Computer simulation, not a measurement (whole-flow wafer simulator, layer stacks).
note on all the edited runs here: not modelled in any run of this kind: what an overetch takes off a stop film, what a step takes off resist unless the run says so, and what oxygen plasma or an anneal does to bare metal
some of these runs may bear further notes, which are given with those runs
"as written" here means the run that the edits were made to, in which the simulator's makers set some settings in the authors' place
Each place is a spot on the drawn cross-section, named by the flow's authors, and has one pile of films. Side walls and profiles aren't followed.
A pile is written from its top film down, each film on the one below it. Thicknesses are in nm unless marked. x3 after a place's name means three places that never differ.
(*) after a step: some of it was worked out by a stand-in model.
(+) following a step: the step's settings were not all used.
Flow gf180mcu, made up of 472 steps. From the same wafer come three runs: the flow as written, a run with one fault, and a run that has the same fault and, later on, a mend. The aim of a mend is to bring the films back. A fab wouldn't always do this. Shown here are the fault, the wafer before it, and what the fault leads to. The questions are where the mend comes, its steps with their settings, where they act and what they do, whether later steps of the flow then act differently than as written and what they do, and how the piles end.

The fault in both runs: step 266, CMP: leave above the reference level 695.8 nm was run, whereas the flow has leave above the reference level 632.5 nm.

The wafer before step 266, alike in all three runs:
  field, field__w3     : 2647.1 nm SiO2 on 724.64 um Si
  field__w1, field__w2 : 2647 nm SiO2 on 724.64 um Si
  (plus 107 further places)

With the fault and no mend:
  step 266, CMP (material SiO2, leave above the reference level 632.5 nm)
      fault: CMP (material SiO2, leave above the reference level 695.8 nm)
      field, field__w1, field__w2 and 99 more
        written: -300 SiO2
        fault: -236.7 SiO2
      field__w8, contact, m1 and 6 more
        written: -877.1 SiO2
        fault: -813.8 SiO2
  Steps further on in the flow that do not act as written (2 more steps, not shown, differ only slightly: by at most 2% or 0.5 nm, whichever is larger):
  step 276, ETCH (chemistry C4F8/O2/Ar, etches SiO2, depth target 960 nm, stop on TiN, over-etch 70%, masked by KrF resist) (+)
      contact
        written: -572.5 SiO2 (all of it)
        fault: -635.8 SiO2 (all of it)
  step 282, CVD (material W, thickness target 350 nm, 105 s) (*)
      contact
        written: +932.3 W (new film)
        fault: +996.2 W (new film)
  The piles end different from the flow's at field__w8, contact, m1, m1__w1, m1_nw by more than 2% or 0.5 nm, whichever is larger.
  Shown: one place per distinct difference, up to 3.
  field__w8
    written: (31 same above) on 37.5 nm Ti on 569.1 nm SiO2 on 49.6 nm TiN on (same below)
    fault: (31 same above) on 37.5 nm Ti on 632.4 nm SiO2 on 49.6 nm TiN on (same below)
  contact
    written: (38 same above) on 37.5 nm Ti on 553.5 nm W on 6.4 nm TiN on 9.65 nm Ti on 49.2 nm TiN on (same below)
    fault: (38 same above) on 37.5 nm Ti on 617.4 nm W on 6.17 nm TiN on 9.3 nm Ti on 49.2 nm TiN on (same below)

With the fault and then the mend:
  After step 274 comes the mend.
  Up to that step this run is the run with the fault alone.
  step 274a, STRIP (chemistry O2/N2, power 2160 W, pressure 1700 mTorr) (*)
      field, field__w1, field__w2 and 107 more
        -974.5 KrF resist (all of it), -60 anti-reflective coat (all of it)
      contact
        -60 anti-reflective coat (all of it)
  step 274b, CMP (material SiO2, leave above the reference level 632.5 nm) (the flow's step 266 again)
      field, field__w1, field__w2 and 108 more
        -63.3 SiO2
  step 274c, HMDS (120 C, 60 s) (the flow's step 268 again)
      does not change any film at any place that is followed
  step 274d, COAT (anti-reflective coat, thickness 60 nm, 182 C, 71 s) (the flow's step 269 again)
      field, field__w1, field__w2 and 108 more
        +60 anti-reflective coat (new film)
  step 274e, COAT (KrF resist, thickness 1000 nm) (the flow's step 270 again)
      field, field__w1, field__w2 and 108 more
        +1000 KrF resist (new film)
  step 274f, SOFTBAKE (KrF resist) (the flow's step 271 again)
      does not change any film at any place that is followed
  step 274g, EXPOSE (photomask Via1) (the flow's step 272 again)
      does not change any film at any place that is followed
  step 274h, PEB (KrF resist, 135 C, 90 s) (the flow's step 273 again)
      field, field__w1, field__w2 and 108 more
        -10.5 KrF resist
  step 274i, DEVELOP (KrF resist, thickness 1000 nm, 60 s) (the flow's step 274 again)
      field, field__w1, field__w2 and 107 more
        -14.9 KrF resist
      contact
        -989.5 KrF resist (all of it)
  Every later step of the flow that is run acts as written at every place that is followed.
  By the end, the piles equal the flow's at every place that both follow.
